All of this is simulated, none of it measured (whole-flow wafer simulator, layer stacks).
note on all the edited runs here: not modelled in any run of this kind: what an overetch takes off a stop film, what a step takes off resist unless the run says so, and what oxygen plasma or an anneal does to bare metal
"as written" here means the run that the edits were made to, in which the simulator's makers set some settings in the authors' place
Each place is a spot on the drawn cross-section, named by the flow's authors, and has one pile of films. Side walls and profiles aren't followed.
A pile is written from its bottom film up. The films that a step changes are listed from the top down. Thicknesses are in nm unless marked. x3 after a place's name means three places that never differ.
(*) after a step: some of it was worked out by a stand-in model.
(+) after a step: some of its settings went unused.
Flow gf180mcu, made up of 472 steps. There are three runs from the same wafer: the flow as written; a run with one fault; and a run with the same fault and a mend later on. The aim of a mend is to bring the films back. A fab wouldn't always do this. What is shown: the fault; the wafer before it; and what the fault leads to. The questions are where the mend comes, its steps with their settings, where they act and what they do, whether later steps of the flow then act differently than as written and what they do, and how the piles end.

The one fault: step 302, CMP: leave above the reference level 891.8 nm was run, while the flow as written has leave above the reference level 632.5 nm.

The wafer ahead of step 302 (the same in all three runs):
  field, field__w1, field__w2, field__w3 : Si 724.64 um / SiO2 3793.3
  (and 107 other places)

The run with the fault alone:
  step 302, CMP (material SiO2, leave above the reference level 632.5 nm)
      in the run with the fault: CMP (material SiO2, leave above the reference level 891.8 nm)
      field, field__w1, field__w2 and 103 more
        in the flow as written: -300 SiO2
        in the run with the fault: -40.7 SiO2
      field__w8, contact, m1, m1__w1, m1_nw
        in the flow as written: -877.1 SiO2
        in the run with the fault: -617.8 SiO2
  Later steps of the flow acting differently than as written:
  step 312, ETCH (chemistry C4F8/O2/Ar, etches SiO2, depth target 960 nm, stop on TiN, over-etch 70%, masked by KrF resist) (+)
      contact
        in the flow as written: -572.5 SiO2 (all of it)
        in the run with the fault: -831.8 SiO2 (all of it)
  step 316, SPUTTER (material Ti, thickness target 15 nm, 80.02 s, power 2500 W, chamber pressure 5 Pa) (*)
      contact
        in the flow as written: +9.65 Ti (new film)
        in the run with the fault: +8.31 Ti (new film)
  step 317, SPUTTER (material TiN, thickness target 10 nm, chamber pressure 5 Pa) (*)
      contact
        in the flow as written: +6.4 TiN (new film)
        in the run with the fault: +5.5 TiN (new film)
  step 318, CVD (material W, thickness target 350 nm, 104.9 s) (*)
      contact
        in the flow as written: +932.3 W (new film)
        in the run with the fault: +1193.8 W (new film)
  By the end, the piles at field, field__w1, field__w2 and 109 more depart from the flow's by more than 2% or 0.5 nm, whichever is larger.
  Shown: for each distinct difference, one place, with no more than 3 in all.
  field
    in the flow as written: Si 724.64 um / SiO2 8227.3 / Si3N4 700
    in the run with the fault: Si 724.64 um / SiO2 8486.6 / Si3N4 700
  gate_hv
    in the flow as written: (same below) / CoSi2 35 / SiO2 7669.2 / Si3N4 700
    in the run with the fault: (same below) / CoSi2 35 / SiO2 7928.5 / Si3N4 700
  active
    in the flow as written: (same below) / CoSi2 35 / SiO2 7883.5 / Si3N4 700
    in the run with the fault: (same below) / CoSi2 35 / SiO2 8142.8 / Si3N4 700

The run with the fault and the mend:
  The mend stands after step 302.
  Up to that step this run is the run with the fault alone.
  step 302a, CMP (material SiO2, leave above the reference level 632.5 nm) (a further turn of the flow's step 302)
      field, field__w1, field__w2 and 108 more
        -259.3 SiO2
  Later steps of the flow that are run all act as written at every place that is followed.
  By the end, the piles equal the flow's at every place that both follow.
